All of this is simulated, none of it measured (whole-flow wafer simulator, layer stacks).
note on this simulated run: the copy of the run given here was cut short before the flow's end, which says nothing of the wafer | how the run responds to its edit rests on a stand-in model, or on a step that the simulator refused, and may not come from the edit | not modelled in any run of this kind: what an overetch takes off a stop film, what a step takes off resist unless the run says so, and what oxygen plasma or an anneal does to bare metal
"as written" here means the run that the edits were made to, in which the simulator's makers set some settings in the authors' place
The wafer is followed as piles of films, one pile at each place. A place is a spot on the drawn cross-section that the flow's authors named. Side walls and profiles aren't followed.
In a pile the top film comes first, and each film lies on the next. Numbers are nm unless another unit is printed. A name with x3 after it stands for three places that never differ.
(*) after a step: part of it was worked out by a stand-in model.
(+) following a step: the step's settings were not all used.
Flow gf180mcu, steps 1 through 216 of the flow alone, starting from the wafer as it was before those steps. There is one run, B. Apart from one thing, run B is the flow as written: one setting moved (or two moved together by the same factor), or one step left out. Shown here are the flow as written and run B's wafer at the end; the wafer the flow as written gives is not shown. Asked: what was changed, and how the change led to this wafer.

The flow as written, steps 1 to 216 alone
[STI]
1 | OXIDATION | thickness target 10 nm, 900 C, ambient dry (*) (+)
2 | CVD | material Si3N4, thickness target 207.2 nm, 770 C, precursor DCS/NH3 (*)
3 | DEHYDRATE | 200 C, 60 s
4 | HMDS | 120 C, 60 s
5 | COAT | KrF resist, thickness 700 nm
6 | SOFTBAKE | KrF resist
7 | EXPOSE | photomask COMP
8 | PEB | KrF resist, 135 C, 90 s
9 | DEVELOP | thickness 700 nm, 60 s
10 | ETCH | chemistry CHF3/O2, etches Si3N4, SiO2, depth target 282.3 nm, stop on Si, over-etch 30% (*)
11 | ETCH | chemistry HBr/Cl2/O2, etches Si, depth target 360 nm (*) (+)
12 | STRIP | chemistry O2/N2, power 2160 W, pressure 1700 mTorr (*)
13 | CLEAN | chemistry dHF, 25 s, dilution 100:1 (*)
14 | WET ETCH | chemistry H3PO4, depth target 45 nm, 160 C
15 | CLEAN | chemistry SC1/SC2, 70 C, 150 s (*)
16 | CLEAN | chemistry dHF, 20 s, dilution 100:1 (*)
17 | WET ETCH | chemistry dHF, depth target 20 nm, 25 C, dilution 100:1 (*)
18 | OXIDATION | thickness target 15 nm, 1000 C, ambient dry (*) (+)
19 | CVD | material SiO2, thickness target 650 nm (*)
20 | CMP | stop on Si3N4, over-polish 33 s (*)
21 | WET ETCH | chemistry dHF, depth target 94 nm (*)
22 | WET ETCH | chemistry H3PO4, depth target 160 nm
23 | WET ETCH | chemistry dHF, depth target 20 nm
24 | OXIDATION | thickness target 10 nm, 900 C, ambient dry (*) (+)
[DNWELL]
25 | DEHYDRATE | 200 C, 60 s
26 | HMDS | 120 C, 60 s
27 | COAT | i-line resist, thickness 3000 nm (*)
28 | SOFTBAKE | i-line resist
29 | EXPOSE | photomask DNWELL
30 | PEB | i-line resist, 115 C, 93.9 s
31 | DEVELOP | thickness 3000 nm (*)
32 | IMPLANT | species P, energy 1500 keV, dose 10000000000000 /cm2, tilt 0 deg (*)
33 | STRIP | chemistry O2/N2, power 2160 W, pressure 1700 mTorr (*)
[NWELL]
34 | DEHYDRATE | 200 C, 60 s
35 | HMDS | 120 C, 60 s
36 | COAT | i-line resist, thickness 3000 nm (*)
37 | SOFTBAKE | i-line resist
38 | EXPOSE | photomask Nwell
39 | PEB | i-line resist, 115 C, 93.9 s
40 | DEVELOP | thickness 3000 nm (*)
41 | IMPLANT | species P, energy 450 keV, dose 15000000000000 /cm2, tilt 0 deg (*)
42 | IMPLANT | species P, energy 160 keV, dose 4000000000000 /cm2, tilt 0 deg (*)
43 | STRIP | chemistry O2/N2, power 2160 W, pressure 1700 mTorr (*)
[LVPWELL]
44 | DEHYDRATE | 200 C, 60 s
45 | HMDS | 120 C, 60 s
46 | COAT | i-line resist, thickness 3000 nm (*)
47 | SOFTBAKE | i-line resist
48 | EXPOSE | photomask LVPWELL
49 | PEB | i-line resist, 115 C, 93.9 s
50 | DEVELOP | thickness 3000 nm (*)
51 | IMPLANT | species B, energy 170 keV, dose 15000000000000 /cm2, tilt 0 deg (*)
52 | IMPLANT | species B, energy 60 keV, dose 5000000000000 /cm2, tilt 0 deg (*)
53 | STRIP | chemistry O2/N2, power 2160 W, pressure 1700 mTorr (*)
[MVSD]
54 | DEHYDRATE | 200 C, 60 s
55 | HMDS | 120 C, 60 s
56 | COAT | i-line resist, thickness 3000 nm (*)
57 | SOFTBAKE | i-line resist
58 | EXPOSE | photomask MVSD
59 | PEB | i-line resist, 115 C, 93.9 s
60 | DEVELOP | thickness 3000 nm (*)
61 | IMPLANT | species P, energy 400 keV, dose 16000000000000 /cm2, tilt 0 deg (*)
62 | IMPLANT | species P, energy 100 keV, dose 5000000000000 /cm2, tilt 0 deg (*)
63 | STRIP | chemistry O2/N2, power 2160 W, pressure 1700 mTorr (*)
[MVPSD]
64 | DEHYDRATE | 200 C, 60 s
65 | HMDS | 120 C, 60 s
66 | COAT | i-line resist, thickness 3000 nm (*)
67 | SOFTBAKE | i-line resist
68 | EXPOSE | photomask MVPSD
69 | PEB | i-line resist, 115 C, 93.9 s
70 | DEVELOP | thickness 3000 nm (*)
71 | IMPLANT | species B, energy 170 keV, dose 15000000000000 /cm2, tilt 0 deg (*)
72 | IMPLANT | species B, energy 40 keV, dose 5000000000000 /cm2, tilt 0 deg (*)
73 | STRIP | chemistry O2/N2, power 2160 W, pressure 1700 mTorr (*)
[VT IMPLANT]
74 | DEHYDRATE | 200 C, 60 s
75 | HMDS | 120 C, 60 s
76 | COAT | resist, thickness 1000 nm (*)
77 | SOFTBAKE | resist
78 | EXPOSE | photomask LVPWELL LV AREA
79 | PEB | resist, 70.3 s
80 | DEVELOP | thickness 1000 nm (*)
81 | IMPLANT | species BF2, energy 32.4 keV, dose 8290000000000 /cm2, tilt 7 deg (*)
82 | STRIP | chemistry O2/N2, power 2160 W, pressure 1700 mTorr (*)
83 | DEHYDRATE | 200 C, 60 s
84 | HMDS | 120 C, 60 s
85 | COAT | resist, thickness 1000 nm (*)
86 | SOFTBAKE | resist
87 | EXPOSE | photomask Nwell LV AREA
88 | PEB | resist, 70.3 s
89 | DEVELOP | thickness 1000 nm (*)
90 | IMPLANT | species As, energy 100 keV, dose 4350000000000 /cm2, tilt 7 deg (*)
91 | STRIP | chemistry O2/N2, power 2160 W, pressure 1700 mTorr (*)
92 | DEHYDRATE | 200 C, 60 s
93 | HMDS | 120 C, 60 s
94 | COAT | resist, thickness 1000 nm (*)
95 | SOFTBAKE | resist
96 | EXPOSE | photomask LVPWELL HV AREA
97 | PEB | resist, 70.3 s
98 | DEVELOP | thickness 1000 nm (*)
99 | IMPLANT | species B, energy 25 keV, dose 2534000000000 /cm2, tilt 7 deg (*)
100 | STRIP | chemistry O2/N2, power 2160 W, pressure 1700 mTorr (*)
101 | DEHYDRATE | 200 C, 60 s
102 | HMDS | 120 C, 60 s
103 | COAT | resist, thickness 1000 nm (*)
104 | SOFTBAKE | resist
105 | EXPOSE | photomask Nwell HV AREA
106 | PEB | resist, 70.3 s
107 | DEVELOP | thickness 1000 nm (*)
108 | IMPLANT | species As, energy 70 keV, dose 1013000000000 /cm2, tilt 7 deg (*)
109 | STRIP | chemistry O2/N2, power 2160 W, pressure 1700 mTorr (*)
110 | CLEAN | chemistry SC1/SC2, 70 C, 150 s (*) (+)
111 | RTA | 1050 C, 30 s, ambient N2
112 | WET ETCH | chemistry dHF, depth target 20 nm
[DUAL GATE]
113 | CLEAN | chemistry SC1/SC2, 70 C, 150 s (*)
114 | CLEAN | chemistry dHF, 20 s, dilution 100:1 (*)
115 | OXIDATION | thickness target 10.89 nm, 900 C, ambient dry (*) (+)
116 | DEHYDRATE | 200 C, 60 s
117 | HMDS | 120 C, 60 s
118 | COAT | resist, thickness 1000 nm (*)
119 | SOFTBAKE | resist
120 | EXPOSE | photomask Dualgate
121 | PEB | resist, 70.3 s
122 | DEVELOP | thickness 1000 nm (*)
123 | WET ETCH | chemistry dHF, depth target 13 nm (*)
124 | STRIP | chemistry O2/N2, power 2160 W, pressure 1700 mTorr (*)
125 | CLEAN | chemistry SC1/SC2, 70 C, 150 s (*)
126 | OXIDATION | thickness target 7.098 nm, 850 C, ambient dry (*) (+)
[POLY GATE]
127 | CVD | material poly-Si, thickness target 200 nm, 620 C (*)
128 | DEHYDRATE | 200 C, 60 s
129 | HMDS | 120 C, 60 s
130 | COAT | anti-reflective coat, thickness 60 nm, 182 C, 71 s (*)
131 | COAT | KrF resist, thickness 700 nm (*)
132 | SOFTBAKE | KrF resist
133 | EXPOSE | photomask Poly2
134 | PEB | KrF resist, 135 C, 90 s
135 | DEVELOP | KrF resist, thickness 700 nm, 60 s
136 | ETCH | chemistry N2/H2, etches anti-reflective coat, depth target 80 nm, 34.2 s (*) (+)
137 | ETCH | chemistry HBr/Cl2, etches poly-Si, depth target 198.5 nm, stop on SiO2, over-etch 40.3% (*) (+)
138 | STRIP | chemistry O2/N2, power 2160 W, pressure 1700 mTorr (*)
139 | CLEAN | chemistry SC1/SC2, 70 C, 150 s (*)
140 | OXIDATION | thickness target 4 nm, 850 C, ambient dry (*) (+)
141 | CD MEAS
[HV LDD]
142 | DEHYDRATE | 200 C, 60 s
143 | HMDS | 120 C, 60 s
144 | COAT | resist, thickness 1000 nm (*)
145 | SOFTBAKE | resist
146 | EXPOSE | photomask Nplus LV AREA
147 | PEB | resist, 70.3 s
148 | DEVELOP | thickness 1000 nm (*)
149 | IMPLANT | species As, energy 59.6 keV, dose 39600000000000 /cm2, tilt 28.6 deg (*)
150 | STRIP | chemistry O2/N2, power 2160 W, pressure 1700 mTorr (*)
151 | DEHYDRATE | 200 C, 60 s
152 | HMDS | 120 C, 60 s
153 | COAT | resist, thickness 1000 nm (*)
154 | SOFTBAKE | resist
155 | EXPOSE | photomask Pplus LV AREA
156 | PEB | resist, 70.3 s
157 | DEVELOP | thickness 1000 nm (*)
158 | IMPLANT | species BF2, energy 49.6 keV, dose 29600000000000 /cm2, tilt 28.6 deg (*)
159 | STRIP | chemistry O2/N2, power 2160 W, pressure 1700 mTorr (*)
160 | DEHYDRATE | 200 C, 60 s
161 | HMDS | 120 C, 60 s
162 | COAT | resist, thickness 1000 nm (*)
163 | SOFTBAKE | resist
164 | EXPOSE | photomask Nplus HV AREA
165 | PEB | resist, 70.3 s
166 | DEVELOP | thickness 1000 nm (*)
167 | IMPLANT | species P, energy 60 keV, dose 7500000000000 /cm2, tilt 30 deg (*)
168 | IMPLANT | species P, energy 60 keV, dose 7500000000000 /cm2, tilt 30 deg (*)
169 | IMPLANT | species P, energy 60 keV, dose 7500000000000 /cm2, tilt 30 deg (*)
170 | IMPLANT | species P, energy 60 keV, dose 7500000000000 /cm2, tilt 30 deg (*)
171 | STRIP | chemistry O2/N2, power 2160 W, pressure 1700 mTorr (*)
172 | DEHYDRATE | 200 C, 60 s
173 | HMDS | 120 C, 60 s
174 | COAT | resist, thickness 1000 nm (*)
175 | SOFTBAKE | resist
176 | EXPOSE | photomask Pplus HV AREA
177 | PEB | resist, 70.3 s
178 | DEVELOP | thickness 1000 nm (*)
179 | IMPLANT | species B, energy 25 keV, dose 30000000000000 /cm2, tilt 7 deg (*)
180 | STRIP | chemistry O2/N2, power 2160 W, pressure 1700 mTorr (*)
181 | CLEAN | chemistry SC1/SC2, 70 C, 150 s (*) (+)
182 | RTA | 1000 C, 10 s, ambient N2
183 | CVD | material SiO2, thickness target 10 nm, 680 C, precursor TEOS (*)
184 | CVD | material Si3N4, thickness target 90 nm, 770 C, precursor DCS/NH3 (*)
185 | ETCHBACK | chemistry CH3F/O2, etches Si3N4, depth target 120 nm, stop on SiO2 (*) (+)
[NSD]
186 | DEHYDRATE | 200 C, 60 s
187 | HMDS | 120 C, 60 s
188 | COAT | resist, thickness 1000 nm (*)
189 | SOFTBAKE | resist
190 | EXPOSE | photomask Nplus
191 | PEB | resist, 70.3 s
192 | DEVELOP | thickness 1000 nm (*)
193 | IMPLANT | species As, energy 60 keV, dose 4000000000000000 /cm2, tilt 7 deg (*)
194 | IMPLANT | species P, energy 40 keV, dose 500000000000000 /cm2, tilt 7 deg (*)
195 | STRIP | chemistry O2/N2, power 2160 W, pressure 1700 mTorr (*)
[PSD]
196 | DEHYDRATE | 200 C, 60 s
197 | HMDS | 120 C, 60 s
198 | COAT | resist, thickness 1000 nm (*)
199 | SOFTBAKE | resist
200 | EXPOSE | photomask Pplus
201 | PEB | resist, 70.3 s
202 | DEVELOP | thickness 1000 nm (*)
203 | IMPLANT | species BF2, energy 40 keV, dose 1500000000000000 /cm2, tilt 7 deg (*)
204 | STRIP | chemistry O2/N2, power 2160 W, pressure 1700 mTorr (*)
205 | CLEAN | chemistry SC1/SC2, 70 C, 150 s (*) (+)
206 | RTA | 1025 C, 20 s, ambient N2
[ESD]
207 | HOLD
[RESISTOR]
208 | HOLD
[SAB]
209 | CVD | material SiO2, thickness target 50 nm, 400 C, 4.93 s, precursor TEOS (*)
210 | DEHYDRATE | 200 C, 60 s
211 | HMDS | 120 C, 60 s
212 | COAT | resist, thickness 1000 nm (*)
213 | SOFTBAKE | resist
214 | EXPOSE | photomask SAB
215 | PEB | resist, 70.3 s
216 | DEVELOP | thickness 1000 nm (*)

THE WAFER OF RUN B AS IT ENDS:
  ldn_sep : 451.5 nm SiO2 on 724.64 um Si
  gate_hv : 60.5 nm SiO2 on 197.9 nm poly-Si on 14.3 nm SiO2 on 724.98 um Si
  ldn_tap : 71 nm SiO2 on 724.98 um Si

Cause: step 23, WET ETCH: depth target 9.4 nm was run, though the flow has depth target 20 nm.

How this came from the change, step by step:
  23 | WET ETCH | chemistry dHF, depth target 20 nm
      active, n_well, p_well and 40 more: -9.4 SiO2 (in the flow as written it would be: -9.93 SiO2 (all of it))
      field, field_sub, sti and 34 more: -12.2 SiO2 (in the flow as written it would be: -26 SiO2)
  24 | OXIDATION | thickness target 10 nm, 900 C, ambient dry (*) (+)
      active, n_well, p_well and 40 more: +9.47 SiO2, -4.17 Si (in the flow as written it would be: +10 SiO2 (new film), -4.4 Si)
  28 | SOFTBAKE | i-line resist
      ldn_fp, ldn_drn: +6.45 i-line resist (in the flow as written it would be: +4.83 i-line resist)
      field: +3.43 i-line resist (in the flow as written it would be: +2.45 i-line resist)
      (also at 40 further places)
  37 | SOFTBAKE | i-line resist
      ldn_fp, ldn_drn: +6.45 i-line resist (in the flow as written it would be: +4.83 i-line resist)
      field: +3.43 i-line resist (in the flow as written it would be: +2.45 i-line resist)
      (also at 40 further places)
  47 | SOFTBAKE | i-line resist
      ldn_fp, ldn_drn: +6.45 i-line resist (in the flow as written it would be: +4.83 i-line resist)
      field: +3.43 i-line resist (in the flow as written it would be: +2.45 i-line resist)
      (also at 40 further places)
  57 | SOFTBAKE | i-line resist
      ldn_fp, ldn_drn: +6.45 i-line resist (in the flow as written it would be: +4.83 i-line resist)
      field: +3.43 i-line resist (in the flow as written it would be: +2.45 i-line resist)
      (also at 40 further places)
  67 | SOFTBAKE | i-line resist
      ldn_fp, ldn_drn: +6.45 i-line resist (in the flow as written it would be: +4.83 i-line resist)
      field: +3.43 i-line resist (in the flow as written it would be: +2.45 i-line resist)
      (also at 40 further places)
  77 | SOFTBAKE | resist
      field_sub__w2: -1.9 resist (in the flow as written it would be: -1.34 resist)
      gate_p_hv: +2.46 resist (in the flow as written it would be: +1.75 resist)
      (also at 3 further places)
  86 | SOFTBAKE | resist
      field_sub__w2: -1.9 resist (in the flow as written it would be: -1.34 resist)
      gate_p_hv: +2.46 resist (in the flow as written it would be: +1.75 resist)
      (also at 3 further places)
  95 | SOFTBAKE | resist
      field_sub__w2: -1.9 resist (in the flow as written it would be: -1.34 resist)
      gate_p_hv: +2.46 resist (in the flow as written it would be: +1.75 resist)
      (also at 3 further places)
  104 | SOFTBAKE | resist
      field_sub__w2: -1.9 resist (in the flow as written it would be: -1.34 resist)
      gate_p_hv: +2.46 resist (in the flow as written it would be: +1.75 resist)
      (also at 3 further places)
  119 | SOFTBAKE | resist
      field_sub: -1.35 resist (in the flow as written it would be: -0.73 resist)
      field_sub__w2: -1.17 resist (in the flow as written it would be: -0.62 resist)
      (also at 4 further places)
  130 | COAT | anti-reflective coat, thickness 60 nm, 182 C, 71 s (*)
      p_well, spacer, sd_n: +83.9 anti-reflective coat (new film) (in the flow as written it would be: +70.9 anti-reflective coat (new film))
      field: +57.1 anti-reflective coat (new film) (in the flow as written it would be: +61.5 anti-reflective coat (new film))
      (also at 71 further places)
  136 | ETCH | chemistry N2/H2, etches anti-reflective coat, depth target 80 nm, 34.2 s (*) (+)
      p_well, spacer, sd_n: -83.9 anti-reflective coat (all of it), -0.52 poly-Si (in the flow as written it would be: -70.9 anti-reflective coat (all of it), -0.85 poly-Si)
      field: -57.1 anti-reflective coat (all of it), -1.2 poly-Si (in the flow as written it would be: -61.5 anti-reflective coat (all of it), -1.09 poly-Si)
      (also at 49 further places)
  138 | STRIP | chemistry O2/N2, power 2160 W, pressure 1700 mTorr (*)
      gate: +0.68 chemical SiO2 (new film), -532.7 KrF resist (all of it), -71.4 anti-reflective coat (all of it), -0.3 poly-Si (in the flow as written it would be: +0.68 chemical SiO2 (new film), -531.7 KrF resist (all of it), -65.5 anti-reflective coat (all of it), -0.3 poly-Si)
      gate_hv: +0.68 chemical SiO2 (new film), -531.3 KrF resist (all of it), -63.2 anti-reflective coat (all of it), -0.3 poly-Si (in the flow as written it would be: +0.68 chemical SiO2 (new film), -528.4 KrF resist (all of it), -61 anti-reflective coat (all of it), -0.3 poly-Si)
      (also at 20 further places)
  145 | SOFTBAKE | resist
      field_sub: +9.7 resist (in the flow as written it would be: +10.3 resist)
      gate_p_hv: -7.21 resist (in the flow as written it would be: -7.98 resist)
      (also at 5 further places)
  ... 6 other steps ...
  213 | SOFTBAKE | resist
      field_sub: +11.1 resist (in the flow as written it would be: +11.7 resist)
      field_sub__w5: +7.43 resist (in the flow as written it would be: +7.98 resist)
      (also at 7 further places)
